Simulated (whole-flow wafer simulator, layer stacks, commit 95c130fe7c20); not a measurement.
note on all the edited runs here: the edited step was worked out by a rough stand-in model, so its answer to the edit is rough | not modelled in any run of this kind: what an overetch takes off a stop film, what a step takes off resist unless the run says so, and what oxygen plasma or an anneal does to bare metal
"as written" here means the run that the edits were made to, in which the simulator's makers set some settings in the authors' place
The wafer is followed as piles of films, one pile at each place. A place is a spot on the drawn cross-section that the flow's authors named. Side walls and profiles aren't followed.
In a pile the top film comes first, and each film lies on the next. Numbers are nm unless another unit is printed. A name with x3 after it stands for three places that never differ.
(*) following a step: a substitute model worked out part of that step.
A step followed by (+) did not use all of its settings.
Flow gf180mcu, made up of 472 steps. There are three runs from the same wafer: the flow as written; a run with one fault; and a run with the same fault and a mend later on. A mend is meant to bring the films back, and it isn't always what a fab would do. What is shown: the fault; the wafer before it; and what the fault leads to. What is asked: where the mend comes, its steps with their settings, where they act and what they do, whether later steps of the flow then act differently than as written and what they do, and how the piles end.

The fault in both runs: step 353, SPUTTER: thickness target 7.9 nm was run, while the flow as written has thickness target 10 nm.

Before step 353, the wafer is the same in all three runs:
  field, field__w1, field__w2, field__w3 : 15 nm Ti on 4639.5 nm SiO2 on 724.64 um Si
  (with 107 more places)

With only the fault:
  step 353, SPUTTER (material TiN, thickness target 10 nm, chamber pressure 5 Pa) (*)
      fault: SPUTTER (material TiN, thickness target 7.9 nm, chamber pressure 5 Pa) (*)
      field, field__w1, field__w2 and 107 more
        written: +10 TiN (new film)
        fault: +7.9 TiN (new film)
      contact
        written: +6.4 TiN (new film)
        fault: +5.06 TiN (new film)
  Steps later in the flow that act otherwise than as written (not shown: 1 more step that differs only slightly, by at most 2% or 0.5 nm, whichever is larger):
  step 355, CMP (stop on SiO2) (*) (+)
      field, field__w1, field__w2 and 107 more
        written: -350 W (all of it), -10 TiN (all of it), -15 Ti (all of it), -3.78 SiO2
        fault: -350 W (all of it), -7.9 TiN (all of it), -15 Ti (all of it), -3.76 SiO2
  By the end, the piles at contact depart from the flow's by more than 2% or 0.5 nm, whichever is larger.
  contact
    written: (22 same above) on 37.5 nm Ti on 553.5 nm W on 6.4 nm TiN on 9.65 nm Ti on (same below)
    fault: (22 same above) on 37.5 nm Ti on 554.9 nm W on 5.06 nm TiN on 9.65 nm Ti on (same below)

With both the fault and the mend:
  The mend follows step 353.
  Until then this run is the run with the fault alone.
  step 353a, SPUTTER (material TiN, thickness target 2.1 nm, chamber pressure 5 Pa) (*) (the flow's step 353 again, with other settings)
      field, field__w1, field__w2 and 107 more
        +2.1 TiN
      contact
        +1.34 TiN
  Every later step of the flow that is run acts as written at every place that is followed.
  The piles end the same as the flow's at every place that both follow.
